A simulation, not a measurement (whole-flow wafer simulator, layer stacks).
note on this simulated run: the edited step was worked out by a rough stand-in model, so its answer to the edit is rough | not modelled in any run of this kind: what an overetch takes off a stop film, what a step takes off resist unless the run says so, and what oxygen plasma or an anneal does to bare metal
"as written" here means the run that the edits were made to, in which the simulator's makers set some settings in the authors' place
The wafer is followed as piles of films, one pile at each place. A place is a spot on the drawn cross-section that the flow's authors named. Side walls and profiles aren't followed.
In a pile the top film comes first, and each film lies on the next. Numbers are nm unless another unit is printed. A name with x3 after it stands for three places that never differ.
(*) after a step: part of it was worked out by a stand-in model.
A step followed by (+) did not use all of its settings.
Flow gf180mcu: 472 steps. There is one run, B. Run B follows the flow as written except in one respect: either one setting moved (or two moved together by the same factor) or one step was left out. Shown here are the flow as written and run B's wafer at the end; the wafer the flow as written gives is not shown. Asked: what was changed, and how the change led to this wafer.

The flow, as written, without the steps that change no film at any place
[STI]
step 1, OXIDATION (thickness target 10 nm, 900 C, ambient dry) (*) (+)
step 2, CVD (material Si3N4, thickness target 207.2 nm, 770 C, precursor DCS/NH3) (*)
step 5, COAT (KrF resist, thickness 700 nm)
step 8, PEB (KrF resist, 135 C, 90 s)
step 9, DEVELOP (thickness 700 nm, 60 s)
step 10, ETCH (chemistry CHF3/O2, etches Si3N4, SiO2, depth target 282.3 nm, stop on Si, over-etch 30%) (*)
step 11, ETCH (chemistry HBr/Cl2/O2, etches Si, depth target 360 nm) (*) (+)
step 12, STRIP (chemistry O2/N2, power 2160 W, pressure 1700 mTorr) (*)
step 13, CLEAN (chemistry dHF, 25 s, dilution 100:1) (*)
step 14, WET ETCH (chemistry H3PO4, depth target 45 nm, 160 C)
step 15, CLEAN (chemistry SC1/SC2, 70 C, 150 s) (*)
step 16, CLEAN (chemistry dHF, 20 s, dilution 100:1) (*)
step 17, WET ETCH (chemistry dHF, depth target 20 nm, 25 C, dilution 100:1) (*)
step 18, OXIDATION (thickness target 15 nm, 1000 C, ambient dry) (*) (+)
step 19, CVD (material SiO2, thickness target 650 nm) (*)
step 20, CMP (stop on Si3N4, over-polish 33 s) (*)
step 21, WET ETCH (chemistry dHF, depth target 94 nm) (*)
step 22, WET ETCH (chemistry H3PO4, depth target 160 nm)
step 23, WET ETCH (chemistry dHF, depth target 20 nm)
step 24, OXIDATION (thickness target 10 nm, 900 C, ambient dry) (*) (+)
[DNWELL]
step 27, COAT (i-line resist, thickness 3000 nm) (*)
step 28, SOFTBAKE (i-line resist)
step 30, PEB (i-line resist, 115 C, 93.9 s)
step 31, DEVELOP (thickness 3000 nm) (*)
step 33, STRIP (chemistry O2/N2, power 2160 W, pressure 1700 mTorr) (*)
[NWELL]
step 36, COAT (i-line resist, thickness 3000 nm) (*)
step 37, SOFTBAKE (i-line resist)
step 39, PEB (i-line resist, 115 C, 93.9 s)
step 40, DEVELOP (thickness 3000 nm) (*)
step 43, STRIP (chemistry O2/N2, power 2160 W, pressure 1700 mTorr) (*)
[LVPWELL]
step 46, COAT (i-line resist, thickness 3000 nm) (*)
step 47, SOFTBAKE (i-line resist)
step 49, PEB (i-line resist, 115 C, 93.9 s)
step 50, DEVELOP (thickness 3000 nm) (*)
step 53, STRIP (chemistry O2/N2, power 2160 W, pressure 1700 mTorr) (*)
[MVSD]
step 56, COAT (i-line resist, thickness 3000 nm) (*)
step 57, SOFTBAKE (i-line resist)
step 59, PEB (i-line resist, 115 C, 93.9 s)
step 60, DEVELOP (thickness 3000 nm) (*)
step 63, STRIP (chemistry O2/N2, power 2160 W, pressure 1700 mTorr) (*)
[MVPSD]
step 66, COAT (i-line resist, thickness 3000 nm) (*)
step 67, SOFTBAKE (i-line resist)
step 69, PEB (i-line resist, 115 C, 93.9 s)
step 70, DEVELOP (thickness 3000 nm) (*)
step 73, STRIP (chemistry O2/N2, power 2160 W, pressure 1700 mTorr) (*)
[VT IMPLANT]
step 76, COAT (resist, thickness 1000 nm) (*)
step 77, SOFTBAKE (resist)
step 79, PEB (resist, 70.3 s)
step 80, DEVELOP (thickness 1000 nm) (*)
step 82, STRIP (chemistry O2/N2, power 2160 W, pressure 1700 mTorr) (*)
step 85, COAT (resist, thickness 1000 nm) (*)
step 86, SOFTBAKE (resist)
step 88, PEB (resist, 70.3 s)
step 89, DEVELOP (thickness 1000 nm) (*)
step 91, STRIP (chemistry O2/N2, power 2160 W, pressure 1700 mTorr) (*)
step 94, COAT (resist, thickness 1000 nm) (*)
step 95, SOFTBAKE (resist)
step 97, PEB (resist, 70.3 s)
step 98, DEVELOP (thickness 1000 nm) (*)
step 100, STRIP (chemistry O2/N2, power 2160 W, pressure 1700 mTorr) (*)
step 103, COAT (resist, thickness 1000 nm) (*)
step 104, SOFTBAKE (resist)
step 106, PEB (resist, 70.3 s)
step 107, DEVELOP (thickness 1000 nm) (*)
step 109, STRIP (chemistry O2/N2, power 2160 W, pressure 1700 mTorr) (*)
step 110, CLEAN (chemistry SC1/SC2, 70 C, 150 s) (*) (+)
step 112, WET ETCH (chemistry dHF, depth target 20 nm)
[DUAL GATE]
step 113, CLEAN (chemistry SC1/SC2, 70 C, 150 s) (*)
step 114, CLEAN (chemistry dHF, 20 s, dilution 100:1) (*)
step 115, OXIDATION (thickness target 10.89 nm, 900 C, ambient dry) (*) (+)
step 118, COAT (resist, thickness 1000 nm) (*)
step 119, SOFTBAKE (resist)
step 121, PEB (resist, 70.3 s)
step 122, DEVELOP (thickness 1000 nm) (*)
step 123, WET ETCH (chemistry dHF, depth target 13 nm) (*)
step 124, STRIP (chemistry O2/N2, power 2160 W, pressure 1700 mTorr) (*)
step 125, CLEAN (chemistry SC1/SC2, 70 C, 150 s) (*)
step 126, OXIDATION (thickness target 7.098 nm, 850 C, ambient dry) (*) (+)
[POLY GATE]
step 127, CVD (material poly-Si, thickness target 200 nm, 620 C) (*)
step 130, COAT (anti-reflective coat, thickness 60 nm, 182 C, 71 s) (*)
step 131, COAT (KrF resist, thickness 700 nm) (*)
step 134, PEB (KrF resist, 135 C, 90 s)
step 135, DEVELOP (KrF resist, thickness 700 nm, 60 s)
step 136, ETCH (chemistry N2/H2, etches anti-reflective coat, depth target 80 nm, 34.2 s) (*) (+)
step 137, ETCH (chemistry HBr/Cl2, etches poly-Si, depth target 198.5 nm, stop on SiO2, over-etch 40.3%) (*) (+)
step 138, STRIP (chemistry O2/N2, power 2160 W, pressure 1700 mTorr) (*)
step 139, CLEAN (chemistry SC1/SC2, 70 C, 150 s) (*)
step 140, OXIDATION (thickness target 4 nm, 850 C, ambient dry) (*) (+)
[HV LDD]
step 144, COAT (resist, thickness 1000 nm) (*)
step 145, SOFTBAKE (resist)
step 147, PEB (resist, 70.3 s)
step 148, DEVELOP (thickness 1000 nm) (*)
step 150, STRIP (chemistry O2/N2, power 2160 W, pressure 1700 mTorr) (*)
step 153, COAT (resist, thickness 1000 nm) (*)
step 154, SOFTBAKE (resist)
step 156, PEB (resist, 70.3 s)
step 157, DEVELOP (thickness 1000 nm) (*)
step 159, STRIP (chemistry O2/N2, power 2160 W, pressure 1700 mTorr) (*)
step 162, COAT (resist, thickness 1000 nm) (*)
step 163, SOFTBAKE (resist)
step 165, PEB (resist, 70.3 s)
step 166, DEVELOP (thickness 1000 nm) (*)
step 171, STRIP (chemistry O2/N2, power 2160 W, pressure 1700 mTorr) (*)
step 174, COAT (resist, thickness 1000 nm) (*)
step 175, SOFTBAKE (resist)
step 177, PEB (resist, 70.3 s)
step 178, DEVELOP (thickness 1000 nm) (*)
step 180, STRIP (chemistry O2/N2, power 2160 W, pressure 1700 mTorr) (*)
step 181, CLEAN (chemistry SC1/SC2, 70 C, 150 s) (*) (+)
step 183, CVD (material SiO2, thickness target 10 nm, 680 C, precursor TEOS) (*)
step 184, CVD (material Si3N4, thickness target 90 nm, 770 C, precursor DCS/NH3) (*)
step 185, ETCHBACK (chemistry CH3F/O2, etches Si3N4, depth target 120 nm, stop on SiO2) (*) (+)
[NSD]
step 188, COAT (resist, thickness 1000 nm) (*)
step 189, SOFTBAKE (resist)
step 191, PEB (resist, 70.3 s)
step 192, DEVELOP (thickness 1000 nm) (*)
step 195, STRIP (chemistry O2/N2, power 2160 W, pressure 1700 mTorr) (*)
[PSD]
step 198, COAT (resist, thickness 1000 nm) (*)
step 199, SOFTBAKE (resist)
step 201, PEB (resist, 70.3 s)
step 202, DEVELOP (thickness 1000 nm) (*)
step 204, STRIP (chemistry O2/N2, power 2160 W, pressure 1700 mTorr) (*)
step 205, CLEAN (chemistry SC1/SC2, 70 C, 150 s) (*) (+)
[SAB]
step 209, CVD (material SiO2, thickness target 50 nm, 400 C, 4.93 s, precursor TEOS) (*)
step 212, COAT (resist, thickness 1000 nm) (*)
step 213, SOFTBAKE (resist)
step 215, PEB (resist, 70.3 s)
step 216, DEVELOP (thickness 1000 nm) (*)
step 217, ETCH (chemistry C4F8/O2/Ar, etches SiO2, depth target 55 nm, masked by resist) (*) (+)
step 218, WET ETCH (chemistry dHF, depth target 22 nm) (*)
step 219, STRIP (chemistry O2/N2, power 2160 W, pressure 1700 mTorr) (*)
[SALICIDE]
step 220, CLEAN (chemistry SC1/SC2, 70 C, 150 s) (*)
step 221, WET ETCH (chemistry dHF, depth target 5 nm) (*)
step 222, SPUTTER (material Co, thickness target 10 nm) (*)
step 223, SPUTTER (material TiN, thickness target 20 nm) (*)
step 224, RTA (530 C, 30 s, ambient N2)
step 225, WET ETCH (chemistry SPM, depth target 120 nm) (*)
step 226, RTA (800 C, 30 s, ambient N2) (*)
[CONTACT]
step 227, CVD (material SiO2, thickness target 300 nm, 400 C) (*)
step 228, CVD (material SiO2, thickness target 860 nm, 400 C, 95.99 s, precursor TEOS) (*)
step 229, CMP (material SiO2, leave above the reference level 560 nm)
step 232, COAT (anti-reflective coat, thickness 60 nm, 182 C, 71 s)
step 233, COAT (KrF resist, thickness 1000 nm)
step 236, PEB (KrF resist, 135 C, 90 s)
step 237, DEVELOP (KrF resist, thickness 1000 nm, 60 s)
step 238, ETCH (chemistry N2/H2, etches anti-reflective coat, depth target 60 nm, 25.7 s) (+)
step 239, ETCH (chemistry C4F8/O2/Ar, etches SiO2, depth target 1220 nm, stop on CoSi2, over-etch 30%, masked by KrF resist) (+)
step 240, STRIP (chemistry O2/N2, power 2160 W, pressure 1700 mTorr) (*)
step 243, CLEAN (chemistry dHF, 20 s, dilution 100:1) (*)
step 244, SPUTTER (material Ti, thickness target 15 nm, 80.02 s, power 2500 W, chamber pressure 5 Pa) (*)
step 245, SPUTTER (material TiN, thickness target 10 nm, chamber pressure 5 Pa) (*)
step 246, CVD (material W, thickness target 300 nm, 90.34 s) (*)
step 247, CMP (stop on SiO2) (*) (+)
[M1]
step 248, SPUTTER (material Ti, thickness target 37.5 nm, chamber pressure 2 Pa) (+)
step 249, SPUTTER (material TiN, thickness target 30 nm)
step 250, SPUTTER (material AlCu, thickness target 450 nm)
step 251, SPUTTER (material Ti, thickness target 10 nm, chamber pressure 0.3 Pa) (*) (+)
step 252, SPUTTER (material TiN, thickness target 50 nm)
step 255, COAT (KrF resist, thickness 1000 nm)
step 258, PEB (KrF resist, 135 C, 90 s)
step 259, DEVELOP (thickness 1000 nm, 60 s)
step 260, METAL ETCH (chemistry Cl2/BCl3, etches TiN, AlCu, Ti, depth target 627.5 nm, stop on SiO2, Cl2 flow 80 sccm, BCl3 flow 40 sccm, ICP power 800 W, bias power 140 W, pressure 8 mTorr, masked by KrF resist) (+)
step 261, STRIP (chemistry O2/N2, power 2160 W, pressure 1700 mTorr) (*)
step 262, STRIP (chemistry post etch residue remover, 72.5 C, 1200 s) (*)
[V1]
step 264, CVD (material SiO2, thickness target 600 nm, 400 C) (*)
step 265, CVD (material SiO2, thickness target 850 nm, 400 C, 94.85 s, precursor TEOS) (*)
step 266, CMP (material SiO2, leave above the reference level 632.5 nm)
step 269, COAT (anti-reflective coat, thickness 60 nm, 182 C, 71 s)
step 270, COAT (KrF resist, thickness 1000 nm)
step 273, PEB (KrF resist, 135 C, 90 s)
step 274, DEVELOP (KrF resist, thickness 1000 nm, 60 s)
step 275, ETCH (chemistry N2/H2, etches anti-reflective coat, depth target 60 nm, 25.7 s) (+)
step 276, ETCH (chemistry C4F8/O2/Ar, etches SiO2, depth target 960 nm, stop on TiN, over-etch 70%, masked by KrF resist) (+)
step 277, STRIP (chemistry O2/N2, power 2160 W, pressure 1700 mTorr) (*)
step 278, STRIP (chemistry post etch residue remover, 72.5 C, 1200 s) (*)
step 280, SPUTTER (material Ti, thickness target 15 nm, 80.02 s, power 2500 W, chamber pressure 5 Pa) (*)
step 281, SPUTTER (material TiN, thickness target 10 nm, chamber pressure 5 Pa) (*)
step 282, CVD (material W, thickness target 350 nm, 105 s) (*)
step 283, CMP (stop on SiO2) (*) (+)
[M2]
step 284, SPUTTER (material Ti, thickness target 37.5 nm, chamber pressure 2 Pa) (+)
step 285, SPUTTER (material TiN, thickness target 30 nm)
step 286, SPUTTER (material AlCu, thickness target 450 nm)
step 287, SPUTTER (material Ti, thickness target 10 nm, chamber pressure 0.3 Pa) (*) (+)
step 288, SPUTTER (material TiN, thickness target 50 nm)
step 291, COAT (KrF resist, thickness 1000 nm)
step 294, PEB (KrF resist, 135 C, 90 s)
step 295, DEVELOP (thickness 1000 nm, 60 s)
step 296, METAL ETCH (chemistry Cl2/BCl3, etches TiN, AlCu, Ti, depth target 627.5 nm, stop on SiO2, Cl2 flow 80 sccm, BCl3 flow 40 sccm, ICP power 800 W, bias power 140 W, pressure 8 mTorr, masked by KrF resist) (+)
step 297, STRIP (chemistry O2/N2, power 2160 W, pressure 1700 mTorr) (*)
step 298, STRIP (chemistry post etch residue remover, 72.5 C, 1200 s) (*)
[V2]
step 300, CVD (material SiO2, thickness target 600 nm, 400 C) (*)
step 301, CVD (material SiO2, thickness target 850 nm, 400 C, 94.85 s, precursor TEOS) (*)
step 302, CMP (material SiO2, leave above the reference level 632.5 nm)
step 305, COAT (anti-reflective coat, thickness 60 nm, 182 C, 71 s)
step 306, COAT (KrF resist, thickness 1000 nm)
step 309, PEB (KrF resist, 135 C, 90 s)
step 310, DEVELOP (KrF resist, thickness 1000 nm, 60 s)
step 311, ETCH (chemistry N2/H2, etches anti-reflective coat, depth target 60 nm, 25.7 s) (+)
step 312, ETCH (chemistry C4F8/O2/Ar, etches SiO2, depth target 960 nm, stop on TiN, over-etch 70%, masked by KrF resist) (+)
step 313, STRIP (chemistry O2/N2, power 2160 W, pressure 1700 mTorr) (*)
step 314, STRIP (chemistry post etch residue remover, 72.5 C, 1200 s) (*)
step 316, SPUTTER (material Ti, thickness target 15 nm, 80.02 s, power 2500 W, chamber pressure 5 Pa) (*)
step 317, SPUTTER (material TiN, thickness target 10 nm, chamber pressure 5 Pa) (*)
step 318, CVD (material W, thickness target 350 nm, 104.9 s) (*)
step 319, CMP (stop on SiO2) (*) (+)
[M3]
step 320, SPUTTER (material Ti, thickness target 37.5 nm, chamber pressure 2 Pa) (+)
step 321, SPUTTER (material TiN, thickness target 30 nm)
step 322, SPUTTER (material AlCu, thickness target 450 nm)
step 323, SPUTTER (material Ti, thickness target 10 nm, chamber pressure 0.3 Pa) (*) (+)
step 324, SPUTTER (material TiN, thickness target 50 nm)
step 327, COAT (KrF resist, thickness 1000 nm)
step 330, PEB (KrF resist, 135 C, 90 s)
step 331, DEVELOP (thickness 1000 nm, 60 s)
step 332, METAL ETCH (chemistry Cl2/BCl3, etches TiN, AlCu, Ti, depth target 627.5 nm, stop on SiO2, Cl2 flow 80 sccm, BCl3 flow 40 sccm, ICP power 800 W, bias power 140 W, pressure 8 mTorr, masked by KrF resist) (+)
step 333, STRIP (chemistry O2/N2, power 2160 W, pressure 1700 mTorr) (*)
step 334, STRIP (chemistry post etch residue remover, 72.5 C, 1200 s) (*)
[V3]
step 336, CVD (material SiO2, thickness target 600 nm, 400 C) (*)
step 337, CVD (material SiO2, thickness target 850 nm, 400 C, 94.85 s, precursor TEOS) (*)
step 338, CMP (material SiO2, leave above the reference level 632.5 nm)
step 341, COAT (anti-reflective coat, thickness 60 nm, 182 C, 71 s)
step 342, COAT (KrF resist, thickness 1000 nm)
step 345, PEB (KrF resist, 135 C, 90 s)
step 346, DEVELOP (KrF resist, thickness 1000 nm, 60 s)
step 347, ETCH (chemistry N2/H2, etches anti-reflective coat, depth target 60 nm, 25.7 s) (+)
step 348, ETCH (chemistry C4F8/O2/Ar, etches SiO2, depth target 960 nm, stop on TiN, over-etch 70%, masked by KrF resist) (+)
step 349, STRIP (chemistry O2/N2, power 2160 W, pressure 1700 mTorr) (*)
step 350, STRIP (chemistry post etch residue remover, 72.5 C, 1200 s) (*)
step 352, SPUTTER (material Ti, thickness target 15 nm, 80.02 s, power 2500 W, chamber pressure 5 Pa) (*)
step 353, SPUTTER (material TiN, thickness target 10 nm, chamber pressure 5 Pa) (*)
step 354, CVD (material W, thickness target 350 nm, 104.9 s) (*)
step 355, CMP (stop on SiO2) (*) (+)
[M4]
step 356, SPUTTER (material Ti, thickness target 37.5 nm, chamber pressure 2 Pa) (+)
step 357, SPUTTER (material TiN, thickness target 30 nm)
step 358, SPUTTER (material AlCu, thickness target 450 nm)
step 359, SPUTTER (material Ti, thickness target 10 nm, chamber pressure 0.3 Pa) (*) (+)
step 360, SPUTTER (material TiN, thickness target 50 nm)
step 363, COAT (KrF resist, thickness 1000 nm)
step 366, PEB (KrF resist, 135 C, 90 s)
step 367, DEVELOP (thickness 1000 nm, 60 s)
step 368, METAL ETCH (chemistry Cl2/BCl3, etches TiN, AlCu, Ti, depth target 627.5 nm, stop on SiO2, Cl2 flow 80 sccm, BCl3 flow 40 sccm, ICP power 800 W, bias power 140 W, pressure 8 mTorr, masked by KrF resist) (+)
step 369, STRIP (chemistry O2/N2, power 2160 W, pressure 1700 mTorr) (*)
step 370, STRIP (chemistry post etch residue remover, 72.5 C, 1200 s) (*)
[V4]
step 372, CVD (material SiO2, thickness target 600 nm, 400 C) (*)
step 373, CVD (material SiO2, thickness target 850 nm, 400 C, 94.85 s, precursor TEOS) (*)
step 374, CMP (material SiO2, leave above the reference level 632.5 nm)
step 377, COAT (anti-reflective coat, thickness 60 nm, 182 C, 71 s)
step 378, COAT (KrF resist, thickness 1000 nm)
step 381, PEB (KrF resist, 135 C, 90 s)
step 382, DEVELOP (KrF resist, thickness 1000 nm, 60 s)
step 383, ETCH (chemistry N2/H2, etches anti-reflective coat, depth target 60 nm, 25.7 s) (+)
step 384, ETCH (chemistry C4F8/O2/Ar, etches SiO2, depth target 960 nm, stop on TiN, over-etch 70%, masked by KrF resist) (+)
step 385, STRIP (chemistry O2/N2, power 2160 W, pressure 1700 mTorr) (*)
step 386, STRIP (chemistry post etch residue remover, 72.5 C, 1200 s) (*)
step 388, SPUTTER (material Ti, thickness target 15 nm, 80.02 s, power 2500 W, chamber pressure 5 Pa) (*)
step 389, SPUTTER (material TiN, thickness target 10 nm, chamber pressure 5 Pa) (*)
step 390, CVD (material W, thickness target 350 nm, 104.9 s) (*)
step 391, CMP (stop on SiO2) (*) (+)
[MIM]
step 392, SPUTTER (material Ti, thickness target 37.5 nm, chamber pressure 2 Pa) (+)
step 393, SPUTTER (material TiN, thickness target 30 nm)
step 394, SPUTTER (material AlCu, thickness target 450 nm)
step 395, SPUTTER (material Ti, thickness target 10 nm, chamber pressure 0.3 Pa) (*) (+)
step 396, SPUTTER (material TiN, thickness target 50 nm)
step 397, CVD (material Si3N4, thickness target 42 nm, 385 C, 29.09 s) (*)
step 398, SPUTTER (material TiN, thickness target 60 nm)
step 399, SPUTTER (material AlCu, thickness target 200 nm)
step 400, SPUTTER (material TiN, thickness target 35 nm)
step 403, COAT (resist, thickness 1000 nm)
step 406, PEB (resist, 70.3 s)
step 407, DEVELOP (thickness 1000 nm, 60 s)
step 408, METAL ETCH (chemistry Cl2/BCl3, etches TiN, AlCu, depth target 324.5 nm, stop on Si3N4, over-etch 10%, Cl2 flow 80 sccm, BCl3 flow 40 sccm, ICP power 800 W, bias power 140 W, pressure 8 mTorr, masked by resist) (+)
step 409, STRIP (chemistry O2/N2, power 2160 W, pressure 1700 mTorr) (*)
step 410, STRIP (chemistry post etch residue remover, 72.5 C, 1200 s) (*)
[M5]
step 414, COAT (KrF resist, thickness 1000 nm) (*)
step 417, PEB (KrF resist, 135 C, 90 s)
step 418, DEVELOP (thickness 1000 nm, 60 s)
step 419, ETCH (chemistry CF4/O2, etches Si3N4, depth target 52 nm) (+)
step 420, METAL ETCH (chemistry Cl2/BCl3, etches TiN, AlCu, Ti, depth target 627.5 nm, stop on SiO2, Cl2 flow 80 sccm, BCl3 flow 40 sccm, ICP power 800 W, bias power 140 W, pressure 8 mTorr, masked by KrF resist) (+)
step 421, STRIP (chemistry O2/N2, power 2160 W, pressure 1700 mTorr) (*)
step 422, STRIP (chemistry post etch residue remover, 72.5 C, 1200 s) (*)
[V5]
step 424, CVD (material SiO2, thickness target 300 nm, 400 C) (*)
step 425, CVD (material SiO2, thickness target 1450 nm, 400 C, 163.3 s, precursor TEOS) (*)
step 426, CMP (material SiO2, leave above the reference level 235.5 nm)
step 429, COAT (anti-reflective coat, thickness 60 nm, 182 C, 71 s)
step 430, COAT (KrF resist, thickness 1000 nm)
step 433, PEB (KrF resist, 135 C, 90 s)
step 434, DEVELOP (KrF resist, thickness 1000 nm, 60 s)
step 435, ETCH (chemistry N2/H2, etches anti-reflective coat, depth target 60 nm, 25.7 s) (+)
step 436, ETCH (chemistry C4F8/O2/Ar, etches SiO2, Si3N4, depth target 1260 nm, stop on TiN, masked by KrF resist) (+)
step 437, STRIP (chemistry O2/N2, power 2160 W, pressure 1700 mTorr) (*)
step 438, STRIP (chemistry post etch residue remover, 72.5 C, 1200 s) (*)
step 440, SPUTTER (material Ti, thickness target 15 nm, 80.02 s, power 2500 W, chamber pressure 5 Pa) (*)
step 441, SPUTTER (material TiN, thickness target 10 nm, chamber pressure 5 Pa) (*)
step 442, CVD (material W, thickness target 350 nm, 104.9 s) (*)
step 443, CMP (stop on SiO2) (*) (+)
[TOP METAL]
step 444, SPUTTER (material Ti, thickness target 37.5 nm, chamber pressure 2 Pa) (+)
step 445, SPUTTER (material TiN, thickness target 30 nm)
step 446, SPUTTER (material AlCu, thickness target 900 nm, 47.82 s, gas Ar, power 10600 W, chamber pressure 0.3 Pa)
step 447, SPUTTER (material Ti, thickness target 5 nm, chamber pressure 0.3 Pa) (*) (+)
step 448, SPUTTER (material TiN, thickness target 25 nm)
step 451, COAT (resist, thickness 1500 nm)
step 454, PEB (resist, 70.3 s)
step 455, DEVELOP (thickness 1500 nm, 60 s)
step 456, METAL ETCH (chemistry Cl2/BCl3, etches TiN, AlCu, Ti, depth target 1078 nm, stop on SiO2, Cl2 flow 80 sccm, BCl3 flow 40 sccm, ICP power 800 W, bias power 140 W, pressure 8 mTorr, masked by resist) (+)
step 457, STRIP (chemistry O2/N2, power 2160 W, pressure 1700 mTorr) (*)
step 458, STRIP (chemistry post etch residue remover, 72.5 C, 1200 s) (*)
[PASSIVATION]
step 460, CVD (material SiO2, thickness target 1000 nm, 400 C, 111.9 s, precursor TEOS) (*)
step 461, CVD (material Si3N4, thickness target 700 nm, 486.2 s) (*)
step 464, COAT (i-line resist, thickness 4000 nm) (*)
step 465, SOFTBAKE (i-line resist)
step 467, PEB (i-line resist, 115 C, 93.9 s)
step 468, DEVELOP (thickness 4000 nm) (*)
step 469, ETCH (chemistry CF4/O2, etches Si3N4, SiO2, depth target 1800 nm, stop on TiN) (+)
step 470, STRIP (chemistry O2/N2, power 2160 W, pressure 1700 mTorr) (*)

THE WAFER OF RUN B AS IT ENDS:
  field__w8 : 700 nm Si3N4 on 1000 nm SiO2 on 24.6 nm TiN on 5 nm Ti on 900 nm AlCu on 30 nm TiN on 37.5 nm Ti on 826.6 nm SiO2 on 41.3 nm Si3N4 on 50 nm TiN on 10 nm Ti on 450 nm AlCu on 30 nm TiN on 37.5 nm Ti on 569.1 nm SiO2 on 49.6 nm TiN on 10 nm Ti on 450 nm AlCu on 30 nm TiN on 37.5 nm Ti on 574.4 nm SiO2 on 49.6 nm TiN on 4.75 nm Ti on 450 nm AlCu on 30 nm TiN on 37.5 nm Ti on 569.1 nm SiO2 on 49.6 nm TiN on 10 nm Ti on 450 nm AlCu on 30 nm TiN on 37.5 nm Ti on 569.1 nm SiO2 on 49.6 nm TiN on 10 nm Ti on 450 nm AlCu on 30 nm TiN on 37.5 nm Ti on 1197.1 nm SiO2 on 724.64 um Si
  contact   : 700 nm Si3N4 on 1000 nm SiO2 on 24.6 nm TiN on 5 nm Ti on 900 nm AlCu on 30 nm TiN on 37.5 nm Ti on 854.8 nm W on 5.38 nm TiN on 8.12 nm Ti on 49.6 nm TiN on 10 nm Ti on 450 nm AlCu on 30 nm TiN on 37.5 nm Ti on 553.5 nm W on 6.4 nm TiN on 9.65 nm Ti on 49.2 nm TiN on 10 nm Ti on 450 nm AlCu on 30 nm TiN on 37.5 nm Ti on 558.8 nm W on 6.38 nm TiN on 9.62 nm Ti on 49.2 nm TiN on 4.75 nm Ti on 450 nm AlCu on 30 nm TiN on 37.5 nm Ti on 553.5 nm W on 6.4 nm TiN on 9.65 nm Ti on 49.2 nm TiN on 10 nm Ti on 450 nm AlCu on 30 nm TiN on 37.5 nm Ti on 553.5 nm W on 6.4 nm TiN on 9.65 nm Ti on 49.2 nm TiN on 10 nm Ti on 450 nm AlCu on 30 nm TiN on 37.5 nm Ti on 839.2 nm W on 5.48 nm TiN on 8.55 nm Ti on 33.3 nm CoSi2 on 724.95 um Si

What caused this: step 323, SPUTTER: thickness target 4.75 nm was run, though the flow has thickness target 10 nm.
One can read it off the wafer: field__w8 has Ti 4.75, and step 323 as written asks for 10 nm.

How this came from the change, step by step:
  step 323, SPUTTER (material Ti, thickness target 10 nm, chamber pressure 0.3 Pa) (*) (+)
      field, field__w1, field__w2 and 108 more: +4.75 Ti (new film) (it would be, as written: +10 Ti (new film))
  step 332, METAL ETCH (chemistry Cl2/BCl3, etches TiN, AlCu, Ti, depth target 627.5 nm, stop on SiO2, Cl2 flow 80 sccm, BCl3 flow 40 sccm, ICP power 800 W, bias power 140 W, pressure 8 mTorr, masked by KrF resist) (+)
      field, field__w1, field__w2 and 103 more: -50 TiN (all of it), -4.75 Ti (all of it), -450 AlCu (all of it), -30 TiN (all of it), -37.5 Ti (all of it) (it would be, as written: -50 TiN (all of it), -10 Ti (all of it), -450 AlCu (all of it), -30 TiN (all of it), -37.5 Ti (all of it))
